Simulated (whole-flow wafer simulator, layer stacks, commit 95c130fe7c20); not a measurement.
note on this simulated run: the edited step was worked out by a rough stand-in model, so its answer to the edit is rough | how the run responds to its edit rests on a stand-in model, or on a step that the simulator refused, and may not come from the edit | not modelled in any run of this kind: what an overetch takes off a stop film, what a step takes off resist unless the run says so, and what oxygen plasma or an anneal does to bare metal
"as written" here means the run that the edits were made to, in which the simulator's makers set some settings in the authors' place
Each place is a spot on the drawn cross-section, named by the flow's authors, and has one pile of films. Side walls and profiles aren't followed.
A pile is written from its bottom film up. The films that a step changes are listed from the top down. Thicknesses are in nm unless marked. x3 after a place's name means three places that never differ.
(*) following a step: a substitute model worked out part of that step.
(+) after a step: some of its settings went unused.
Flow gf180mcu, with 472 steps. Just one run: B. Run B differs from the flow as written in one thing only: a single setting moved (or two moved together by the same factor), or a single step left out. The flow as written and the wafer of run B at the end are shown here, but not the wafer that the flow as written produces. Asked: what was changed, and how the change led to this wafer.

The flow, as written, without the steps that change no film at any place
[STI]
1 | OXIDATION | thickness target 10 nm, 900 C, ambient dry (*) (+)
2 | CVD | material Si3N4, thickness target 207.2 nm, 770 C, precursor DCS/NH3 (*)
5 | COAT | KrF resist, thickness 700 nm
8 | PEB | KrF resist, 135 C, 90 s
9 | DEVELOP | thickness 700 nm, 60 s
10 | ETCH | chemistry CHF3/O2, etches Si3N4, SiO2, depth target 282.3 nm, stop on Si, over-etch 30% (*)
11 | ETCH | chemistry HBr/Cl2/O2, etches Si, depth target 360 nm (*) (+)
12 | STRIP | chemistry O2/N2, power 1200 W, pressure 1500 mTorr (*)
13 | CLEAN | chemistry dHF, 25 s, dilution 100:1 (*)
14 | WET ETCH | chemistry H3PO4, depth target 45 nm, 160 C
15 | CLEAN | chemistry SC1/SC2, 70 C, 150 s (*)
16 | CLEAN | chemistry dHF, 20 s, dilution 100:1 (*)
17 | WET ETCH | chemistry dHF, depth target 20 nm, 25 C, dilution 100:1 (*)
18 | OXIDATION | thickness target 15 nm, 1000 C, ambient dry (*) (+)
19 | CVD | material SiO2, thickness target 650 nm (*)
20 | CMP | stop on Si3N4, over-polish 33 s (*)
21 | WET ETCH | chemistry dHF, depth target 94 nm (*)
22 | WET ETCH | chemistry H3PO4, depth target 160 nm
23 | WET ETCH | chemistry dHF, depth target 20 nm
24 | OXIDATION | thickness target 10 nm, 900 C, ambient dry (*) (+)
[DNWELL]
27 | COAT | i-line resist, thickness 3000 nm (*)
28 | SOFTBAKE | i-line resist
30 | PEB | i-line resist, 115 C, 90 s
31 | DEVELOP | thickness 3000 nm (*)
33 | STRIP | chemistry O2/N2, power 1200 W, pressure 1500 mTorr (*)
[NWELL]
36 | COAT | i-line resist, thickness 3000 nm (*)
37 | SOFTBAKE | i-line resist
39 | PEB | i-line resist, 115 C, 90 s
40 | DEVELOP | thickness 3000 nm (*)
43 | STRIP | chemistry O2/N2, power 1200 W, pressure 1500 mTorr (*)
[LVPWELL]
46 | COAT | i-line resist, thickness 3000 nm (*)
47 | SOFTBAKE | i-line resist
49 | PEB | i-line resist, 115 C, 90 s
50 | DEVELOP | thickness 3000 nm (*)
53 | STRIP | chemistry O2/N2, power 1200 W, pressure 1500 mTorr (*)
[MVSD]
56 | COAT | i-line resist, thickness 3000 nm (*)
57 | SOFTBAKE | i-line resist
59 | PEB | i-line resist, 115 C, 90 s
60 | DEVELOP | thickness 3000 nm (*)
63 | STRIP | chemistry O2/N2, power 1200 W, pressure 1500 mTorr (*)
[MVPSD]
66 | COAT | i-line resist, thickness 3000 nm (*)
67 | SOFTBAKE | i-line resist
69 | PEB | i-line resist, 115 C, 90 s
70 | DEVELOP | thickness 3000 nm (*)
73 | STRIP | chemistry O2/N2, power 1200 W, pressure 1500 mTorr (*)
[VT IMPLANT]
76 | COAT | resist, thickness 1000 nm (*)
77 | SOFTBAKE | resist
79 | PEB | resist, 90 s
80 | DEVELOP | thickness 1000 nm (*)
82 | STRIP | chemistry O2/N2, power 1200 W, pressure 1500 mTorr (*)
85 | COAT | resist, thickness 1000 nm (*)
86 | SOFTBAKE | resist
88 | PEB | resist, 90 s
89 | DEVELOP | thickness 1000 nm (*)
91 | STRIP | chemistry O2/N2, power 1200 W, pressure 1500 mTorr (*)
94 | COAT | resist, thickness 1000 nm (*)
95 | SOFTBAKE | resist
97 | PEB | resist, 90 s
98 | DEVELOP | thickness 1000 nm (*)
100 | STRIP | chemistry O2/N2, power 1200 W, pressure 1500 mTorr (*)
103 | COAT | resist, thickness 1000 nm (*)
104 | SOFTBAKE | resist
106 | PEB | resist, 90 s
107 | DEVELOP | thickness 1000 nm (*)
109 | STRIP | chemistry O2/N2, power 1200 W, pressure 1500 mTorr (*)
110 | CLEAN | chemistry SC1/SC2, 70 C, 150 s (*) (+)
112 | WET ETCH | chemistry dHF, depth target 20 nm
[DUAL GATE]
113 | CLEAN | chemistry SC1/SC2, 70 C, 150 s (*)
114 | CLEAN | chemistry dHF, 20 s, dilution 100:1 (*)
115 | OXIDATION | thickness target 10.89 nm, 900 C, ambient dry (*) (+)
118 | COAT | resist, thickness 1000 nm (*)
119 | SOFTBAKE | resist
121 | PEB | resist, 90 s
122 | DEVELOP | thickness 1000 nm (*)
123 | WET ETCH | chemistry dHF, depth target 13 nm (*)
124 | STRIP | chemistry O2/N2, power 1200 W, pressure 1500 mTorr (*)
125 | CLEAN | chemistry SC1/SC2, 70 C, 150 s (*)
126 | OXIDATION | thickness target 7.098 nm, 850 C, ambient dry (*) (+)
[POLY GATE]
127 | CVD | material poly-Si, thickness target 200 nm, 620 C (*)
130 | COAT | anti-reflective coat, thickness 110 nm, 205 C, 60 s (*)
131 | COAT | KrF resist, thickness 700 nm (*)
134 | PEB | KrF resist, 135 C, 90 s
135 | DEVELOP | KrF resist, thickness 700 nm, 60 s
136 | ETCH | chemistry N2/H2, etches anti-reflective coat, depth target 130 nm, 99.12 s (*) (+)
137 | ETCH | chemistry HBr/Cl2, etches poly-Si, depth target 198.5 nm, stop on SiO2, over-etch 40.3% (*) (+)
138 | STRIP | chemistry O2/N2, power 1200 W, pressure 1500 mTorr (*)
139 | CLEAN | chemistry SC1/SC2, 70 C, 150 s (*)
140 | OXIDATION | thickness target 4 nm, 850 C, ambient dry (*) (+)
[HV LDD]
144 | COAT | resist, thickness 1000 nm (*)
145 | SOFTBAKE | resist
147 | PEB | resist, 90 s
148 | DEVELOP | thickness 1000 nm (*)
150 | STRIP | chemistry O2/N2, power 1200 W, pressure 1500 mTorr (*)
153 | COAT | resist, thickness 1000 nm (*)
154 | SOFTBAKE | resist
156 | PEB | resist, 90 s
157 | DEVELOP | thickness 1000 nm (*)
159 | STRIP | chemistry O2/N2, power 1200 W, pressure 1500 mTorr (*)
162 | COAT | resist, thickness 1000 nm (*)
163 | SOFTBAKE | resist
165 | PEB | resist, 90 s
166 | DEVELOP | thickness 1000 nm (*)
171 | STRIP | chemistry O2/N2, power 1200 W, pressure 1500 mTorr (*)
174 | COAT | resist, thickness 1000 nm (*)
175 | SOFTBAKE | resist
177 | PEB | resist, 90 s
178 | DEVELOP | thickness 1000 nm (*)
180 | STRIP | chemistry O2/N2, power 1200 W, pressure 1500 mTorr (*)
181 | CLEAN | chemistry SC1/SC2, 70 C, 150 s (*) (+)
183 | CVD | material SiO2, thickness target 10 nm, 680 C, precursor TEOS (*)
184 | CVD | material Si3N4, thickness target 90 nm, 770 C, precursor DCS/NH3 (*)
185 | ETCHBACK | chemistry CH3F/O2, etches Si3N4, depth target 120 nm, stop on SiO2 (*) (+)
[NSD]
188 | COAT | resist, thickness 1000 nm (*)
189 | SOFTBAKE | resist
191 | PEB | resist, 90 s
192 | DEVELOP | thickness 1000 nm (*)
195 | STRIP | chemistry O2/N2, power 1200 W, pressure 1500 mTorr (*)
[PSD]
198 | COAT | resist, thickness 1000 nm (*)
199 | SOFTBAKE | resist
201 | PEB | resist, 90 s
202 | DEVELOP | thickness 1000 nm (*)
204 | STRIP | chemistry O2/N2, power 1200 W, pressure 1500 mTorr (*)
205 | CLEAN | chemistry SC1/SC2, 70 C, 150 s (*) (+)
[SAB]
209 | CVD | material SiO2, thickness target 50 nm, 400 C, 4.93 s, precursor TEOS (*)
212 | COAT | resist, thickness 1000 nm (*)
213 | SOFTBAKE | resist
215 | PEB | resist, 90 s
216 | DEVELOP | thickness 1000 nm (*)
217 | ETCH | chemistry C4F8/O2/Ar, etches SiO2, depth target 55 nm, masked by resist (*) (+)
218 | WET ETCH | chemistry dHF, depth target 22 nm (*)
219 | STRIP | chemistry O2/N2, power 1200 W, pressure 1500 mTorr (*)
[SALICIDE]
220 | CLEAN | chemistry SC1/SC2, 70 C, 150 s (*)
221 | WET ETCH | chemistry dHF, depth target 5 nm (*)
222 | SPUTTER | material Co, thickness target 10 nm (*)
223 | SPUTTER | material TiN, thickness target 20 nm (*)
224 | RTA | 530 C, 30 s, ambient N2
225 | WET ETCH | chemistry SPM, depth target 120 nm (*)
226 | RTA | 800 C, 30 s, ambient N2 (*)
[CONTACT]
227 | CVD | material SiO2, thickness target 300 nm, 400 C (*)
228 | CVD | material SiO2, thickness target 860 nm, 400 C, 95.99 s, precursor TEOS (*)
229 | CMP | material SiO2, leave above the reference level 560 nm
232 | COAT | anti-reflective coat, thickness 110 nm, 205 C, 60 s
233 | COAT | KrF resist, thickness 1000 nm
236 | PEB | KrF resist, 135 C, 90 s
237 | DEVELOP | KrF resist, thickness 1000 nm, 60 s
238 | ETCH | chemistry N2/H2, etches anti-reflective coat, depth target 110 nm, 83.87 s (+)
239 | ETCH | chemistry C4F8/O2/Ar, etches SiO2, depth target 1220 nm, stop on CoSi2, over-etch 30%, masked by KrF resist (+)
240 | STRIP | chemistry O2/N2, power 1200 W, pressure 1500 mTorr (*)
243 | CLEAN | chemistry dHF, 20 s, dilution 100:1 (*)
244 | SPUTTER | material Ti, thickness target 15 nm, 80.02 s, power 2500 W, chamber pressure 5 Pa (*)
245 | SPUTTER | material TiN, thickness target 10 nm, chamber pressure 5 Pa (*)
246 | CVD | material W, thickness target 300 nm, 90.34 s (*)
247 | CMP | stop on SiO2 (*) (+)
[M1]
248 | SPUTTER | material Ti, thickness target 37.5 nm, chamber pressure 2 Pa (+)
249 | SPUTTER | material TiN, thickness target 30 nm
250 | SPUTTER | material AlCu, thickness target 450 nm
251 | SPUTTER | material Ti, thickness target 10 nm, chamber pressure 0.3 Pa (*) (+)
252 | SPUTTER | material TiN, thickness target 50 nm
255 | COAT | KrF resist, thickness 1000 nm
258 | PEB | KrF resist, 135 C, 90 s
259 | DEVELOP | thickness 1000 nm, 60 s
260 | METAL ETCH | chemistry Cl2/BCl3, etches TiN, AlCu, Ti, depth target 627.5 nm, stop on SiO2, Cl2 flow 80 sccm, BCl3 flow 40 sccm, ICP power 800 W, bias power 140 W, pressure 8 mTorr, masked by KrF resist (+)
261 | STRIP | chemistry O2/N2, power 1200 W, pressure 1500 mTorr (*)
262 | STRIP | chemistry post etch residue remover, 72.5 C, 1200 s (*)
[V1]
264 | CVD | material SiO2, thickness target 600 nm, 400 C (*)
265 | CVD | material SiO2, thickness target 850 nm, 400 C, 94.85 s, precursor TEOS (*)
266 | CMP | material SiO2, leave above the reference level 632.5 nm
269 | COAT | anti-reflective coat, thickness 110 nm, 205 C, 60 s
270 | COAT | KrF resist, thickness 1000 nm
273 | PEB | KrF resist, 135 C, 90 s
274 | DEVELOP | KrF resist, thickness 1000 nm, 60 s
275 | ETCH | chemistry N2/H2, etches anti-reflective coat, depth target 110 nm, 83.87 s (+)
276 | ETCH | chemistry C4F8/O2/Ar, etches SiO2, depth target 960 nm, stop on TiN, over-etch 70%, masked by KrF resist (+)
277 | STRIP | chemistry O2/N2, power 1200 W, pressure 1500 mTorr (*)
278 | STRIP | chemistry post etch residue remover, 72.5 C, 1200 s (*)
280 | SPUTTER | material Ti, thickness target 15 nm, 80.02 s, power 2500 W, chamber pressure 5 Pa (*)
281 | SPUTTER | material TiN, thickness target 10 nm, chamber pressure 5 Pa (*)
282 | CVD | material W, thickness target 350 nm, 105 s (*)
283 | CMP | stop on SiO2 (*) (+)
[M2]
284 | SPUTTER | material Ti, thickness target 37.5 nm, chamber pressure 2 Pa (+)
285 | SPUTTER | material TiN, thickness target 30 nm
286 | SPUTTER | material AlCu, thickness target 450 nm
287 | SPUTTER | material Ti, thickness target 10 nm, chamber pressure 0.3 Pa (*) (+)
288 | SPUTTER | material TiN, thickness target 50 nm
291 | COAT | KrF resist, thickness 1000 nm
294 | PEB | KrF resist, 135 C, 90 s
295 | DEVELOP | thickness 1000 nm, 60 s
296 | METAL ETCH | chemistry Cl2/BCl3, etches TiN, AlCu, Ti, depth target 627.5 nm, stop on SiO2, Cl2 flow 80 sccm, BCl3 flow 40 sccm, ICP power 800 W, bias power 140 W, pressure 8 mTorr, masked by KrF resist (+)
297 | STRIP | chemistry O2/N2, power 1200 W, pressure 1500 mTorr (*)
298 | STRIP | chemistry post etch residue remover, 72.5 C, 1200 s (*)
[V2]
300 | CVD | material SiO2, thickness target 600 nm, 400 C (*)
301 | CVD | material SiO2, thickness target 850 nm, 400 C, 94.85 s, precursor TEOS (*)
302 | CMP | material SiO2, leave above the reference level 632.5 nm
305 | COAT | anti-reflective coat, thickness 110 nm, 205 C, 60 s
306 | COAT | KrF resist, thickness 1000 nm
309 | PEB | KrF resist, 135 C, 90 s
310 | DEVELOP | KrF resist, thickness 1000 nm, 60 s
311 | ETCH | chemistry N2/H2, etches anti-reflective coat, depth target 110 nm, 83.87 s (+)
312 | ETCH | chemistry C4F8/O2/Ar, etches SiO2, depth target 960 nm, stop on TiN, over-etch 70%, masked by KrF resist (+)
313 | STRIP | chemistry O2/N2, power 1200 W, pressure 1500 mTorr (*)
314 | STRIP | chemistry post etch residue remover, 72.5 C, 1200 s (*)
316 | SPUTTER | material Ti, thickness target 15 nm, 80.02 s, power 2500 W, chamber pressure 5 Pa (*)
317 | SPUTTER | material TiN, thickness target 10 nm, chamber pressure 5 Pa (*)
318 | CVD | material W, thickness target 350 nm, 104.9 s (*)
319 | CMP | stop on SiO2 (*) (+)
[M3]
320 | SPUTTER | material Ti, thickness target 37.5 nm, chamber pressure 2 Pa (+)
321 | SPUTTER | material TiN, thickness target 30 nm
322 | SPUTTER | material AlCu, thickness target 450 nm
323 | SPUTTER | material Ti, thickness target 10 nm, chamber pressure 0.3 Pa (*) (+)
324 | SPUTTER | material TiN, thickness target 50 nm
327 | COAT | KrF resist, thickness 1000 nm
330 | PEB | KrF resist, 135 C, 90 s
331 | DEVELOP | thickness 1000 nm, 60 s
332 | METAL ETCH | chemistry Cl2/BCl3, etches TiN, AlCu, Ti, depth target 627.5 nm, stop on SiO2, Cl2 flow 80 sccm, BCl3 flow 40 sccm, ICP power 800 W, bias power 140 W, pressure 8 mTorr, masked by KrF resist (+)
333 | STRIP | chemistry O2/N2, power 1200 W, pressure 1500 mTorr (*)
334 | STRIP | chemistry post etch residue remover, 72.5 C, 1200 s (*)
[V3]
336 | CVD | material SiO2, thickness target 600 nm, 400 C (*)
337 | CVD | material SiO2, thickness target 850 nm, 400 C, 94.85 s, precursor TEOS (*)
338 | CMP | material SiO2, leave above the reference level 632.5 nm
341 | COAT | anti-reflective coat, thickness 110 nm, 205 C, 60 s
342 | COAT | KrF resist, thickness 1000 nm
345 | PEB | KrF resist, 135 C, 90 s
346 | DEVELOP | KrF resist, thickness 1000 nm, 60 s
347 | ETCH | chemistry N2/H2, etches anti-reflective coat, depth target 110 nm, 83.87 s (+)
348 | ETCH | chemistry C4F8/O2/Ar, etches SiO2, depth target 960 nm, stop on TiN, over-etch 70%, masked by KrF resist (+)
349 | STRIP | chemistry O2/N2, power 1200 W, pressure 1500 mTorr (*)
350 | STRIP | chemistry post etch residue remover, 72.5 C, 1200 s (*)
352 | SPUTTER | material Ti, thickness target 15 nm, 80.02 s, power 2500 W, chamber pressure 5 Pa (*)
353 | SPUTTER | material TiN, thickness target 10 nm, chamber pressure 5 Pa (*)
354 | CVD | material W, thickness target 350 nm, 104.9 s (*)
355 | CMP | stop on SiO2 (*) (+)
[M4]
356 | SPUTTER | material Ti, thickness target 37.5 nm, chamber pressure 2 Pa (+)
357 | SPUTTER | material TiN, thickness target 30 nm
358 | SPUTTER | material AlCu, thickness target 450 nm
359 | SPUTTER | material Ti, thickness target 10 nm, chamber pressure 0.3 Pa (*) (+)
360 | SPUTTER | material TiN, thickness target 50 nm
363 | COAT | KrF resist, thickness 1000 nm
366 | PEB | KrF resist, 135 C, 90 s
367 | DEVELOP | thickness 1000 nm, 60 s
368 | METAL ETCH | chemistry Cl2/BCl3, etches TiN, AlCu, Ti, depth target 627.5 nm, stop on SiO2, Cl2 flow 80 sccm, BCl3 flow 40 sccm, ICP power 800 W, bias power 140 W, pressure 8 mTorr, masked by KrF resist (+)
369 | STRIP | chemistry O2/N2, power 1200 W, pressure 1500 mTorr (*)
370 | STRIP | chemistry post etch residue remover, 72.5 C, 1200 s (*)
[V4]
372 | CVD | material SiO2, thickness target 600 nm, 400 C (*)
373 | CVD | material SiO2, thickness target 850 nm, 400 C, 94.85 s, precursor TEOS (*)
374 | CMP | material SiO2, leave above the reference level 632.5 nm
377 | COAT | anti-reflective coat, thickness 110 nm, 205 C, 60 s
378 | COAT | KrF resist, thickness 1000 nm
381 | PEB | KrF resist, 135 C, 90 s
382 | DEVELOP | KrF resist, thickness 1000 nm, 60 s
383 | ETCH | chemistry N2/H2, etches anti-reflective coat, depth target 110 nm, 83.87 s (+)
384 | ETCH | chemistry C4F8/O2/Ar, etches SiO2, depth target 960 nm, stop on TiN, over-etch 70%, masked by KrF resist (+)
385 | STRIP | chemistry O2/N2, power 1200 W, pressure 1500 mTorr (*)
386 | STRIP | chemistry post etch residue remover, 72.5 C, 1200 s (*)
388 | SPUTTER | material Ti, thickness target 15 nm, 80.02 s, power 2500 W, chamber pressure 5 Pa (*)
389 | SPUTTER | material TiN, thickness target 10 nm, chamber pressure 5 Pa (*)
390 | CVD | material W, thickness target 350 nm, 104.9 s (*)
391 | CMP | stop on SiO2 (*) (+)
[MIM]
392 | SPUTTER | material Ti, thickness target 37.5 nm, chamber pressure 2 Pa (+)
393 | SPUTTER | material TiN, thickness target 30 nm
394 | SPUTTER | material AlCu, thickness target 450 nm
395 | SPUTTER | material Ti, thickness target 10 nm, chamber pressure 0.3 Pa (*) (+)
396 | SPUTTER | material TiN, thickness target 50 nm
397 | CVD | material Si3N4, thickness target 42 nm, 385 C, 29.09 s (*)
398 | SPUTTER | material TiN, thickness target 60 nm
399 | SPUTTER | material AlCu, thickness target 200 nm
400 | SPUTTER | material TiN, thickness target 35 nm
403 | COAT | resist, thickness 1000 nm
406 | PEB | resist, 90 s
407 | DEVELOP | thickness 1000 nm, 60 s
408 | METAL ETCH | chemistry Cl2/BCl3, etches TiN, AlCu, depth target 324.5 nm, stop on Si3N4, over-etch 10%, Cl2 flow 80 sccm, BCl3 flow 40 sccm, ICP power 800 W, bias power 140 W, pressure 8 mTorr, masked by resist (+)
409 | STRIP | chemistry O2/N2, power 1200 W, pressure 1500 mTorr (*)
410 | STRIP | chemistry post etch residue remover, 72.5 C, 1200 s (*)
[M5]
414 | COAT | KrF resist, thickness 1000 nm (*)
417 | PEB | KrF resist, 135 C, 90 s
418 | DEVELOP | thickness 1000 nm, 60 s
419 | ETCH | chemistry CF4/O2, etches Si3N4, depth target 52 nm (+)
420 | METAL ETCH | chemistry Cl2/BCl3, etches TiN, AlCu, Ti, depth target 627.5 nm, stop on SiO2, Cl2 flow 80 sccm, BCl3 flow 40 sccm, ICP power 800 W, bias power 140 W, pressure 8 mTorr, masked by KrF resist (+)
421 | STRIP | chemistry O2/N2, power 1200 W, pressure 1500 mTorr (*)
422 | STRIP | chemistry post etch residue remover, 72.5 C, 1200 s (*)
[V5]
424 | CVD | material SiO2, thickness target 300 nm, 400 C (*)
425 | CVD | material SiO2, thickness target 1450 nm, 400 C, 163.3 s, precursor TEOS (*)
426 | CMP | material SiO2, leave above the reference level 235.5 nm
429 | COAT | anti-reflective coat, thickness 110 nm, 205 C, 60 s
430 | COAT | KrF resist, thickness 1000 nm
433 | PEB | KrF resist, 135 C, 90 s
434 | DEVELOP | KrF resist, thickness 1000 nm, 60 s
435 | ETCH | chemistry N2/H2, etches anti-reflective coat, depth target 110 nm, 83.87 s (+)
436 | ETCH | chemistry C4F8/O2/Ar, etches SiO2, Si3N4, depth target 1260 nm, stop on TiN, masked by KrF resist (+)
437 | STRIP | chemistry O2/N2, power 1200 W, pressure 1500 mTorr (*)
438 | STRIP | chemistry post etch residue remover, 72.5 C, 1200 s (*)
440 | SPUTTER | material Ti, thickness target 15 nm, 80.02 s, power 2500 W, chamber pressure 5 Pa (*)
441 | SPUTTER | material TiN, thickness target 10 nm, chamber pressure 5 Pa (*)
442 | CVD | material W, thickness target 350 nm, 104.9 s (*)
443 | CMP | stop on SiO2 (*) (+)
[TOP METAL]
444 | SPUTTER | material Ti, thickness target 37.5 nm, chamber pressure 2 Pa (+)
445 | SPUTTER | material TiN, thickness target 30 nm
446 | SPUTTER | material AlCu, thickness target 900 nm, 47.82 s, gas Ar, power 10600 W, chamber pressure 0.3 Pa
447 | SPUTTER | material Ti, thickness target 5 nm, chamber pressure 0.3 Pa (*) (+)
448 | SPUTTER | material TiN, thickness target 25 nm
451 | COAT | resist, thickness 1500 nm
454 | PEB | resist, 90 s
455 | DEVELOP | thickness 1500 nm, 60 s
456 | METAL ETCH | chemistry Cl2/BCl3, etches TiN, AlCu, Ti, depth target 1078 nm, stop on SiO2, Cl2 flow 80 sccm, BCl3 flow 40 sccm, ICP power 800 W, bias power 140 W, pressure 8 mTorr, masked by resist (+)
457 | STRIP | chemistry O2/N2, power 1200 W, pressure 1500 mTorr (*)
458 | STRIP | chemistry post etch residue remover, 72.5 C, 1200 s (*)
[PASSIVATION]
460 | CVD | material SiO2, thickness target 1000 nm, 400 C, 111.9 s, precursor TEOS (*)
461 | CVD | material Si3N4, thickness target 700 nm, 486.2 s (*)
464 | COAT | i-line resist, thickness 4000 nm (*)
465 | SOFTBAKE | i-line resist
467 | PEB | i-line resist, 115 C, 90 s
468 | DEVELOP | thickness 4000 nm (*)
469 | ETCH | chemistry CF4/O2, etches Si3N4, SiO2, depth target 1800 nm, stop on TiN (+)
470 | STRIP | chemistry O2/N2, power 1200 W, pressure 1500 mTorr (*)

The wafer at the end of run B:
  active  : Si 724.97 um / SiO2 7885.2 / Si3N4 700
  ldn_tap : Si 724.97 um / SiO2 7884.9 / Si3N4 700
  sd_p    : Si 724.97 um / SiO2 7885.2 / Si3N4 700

The reason: step 24, OXIDATION: 1080 C was run, though the flow has 900 C.

Step by step, how the change led to this:
  24 | OXIDATION | thickness target 10 nm, 900 C, ambient dry (*) (+)
      active, n_well, p_well and 40 more: SiO2 gains 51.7 (new film), Si loses 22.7 (it would be, as written: SiO2 gains 10 (new film), Si loses 4.4)
      sti, mim_1p0, pad and 17 more: SiO2 gains 8.24, Si loses 3.62 (it would be, as written: SiO2 gains 1.02, Si loses 0.45)
      (as well as at 17 more places)
  28 | SOFTBAKE | i-line resist
      nw_enc_fld: i-line resist gains 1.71 (it would be, as written: i-line resist loses 1.52)
      ldp_dft, ldp_drn: i-line resist gains 2.72 (it would be, as written: i-line resist gains 5.18)
      (as well as at 54 more places)
  37 | SOFTBAKE | i-line resist
      nw_enc_fld: i-line resist gains 1.71 (it would be, as written: i-line resist loses 1.52)
      ldp_dft, ldp_drn: i-line resist gains 2.72 (it would be, as written: i-line resist gains 5.18)
      (as well as at 54 more places)
  47 | SOFTBAKE | i-line resist
      nw_enc_fld: i-line resist gains 1.71 (it would be, as written: i-line resist loses 1.52)
      ldp_dft, ldp_drn: i-line resist gains 2.72 (it would be, as written: i-line resist gains 5.18)
      (as well as at 54 more places)
  57 | SOFTBAKE | i-line resist
      nw_enc_fld: i-line resist gains 1.71 (it would be, as written: i-line resist loses 1.52)
      ldp_dft, ldp_drn: i-line resist gains 2.72 (it would be, as written: i-line resist gains 5.18)
      (as well as at 54 more places)
  67 | SOFTBAKE | i-line resist
      nw_enc_fld: i-line resist gains 1.71 (it would be, as written: i-line resist loses 1.52)
      ldp_dft, ldp_drn: i-line resist gains 2.72 (it would be, as written: i-line resist gains 5.18)
      (as well as at 54 more places)
  112 | WET ETCH | chemistry dHF, depth target 20 nm
      active, n_well, p_well and 40 more: SiO2 loses 20 (it would be, as written: SiO2 loses 9.66 (all of it))
      field, field__w2, field__w3 and 43 more: SiO2 loses 21.4 (it would be, as written: SiO2 loses 22)
  113 | CLEAN | chemistry SC1/SC2, 70 C, 150 s (*)
      active, n_well, p_well and 40 more: SiO2 loses 0.34 (it would be, as written: chemical SiO2 gains 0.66 (new film), Si loses 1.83)
  114 | CLEAN | chemistry dHF, 20 s, dilution 100:1 (*)
      active, n_well, p_well and 40 more: SiO2 loses 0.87 (it would be, as written: chemical SiO2 loses 0.66 (all of it))
  115 | OXIDATION | thickness target 10.89 nm, 900 C, ambient dry (*) (+)
      active, n_well, p_well and 40 more: SiO2 gains 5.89, Si loses 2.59 (it would be, as written: SiO2 gains 10.9 (new film), Si loses 4.79)
  123 | WET ETCH | chemistry dHF, depth target 13 nm (*)
      active, n_well, p_well and 12 more: SiO2 loses 13 (it would be, as written: SiO2 loses 10.9 (all of it))
  124 | STRIP | chemistry O2/N2, power 1200 W, pressure 1500 mTorr (*)
      active, n_well, p_well and 12 more: nothing (it would be, as written: chemical SiO2 gains 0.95 (new film), Si loses 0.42)
  126 | OXIDATION | thickness target 7.098 nm, 850 C, ambient dry (*) (+)
      active, n_well, p_well and 12 more: SiO2 gains 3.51, Si loses 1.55 (it would be, as written: SiO2 gains 7.1 (new film), chemical SiO2 loses 0.76 (all of it), Si loses 2.79)
      gate_hv, active_hv, active_nat and 25 more: SiO2 gains 3.1, Si loses 1.36 (it would be, as written: SiO2 gains 3.72, Si loses 1.64)
  130 | COAT | anti-reflective coat, thickness 110 nm, 205 C, 60 s (*)
      field__w1: anti-reflective coat gains 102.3 (new film) (it would be, as written: anti-reflective coat gains 99.6 (new film))
      field__w2: anti-reflective coat gains 102.4 (new film) (it would be, as written: anti-reflective coat gains 100.3 (new film))
      (as well as at 30 more places)
  136 | ETCH | chemistry N2/H2, etches anti-reflective coat, depth target 130 nm, 99.12 s (*) (+)
      field__w1: anti-reflective coat loses 102.3 (all of it), poly-Si loses 1.71 (it would be, as written: anti-reflective coat loses 99.6 (all of it), poly-Si loses 1.78)
      field__w2: anti-reflective coat loses 102.4 (all of it), poly-Si loses 1.71 (it would be, as written: anti-reflective coat loses 100.3 (all of it), poly-Si loses 1.76)
      (as well as at 20 more places)
  138 | STRIP | chemistry O2/N2, power 1200 W, pressure 1500 mTorr (*)
      ld_fp_n: chemical SiO2 gains 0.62 (new film), KrF resist loses 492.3 (all of it), anti-reflective coat loses 99.7 (all of it), poly-Si loses 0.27 (it would be, as written: chemical SiO2 gains 0.62 (new film), KrF resist loses 492.1 (all of it), anti-reflective coat loses 97 (all of it), poly-Si loses 0.27)
      ld_gate_p: chemical SiO2 gains 0.62 (new film), KrF resist loses 493.7 (all of it), anti-reflective coat loses 111.8 (all of it), poly-Si loses 0.27 (it would be, as written: chemical SiO2 gains 0.62 (new film), KrF resist loses 494.1 (all of it), anti-reflective coat loses 114.4 (all of it), poly-Si loses 0.27)
      (as well as at 8 more places)
  ... another 14 steps ...
  471 | ANNEAL | 400 C, 1800 s, ambient N2/H2
      contact: under 49 films: void gains 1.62 (new film), Ti loses 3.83, TiSi first gains 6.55 (new film), Si loses 4.35 (it would be, as written: nothing)
If metal films that touch count as one body, active has 0 bodies; the flow as written gives 1 body.
If metal films that touch count as one body, ldn_tap has 0 bodies; the flow as written gives 1 body.
If metal films that touch count as one body, sd_p has 0 bodies; the flow as written gives 1 body.
